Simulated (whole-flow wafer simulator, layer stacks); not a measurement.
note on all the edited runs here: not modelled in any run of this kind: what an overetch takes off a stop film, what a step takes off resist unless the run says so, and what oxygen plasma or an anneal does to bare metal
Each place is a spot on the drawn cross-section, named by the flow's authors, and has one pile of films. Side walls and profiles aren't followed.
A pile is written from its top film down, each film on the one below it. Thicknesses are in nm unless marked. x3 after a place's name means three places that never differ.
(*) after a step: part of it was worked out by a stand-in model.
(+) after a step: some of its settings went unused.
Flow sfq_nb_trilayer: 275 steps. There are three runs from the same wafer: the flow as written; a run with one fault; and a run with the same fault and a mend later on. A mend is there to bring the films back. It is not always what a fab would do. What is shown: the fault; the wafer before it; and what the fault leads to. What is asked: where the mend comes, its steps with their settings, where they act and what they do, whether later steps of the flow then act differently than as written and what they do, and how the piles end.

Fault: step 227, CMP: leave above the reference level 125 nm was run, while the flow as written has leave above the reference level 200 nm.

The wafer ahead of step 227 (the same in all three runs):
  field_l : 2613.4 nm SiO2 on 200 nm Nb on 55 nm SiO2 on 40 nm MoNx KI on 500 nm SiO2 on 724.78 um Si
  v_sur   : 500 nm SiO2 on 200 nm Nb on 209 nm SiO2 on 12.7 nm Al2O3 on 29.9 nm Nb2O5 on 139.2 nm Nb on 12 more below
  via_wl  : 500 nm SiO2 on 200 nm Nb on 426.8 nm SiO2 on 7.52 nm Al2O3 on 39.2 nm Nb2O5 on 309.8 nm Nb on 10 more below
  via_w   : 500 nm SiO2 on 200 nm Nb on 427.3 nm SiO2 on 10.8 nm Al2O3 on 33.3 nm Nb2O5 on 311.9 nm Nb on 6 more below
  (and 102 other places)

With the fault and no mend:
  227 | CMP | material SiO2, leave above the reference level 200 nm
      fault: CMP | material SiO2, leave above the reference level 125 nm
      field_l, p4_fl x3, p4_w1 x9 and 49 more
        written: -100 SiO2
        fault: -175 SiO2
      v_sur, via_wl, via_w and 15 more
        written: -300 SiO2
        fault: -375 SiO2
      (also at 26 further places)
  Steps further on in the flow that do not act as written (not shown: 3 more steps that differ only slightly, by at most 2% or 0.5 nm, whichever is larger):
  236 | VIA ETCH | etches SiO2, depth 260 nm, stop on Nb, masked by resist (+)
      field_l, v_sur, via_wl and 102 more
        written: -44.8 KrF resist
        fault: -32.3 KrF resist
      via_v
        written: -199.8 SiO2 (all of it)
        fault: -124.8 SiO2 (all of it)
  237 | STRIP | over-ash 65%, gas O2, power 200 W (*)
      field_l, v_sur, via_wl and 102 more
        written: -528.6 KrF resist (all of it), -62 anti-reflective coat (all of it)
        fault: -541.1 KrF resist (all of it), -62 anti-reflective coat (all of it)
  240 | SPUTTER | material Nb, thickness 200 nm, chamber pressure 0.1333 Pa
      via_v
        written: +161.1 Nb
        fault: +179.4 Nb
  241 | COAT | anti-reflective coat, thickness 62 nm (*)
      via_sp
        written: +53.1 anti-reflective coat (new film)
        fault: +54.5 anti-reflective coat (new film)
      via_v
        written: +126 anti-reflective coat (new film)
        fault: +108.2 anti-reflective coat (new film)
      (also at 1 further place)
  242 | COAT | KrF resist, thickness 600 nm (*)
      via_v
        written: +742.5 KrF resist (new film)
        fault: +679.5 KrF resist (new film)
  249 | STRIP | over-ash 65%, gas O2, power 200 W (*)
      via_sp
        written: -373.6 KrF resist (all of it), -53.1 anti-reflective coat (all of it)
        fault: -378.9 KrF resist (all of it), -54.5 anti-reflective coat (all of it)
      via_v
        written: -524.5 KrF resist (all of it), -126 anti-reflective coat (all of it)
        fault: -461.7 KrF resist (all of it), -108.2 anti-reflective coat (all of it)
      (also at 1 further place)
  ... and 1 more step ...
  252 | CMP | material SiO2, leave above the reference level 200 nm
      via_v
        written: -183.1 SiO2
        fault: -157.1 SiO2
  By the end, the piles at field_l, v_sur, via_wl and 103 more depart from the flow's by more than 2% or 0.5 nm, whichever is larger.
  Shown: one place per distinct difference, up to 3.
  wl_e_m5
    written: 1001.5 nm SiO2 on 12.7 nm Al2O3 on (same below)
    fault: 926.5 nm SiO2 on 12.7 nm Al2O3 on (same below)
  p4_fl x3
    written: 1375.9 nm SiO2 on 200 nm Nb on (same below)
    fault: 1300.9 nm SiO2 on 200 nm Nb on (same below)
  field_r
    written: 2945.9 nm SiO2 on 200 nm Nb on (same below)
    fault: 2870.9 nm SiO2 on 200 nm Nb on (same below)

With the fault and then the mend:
  After step 228 comes the mend.
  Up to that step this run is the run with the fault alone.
  228a | PECVD | material SiO2, thickness 75 nm, 150 C, 16.67 s, RF power 183.3 W, pressure 2.4 Torr, precursor SiH4/N2O (the flow's step 226 again, with other settings)
      field_l, v_sur, via_wl and 103 more
        +75 SiO2
  Every later step of the flow that is run acts as written, at every place that is followed, to within 2% or 0.5 nm, whichever is larger.
  At every place that both follow, the piles at the end match the flow's.
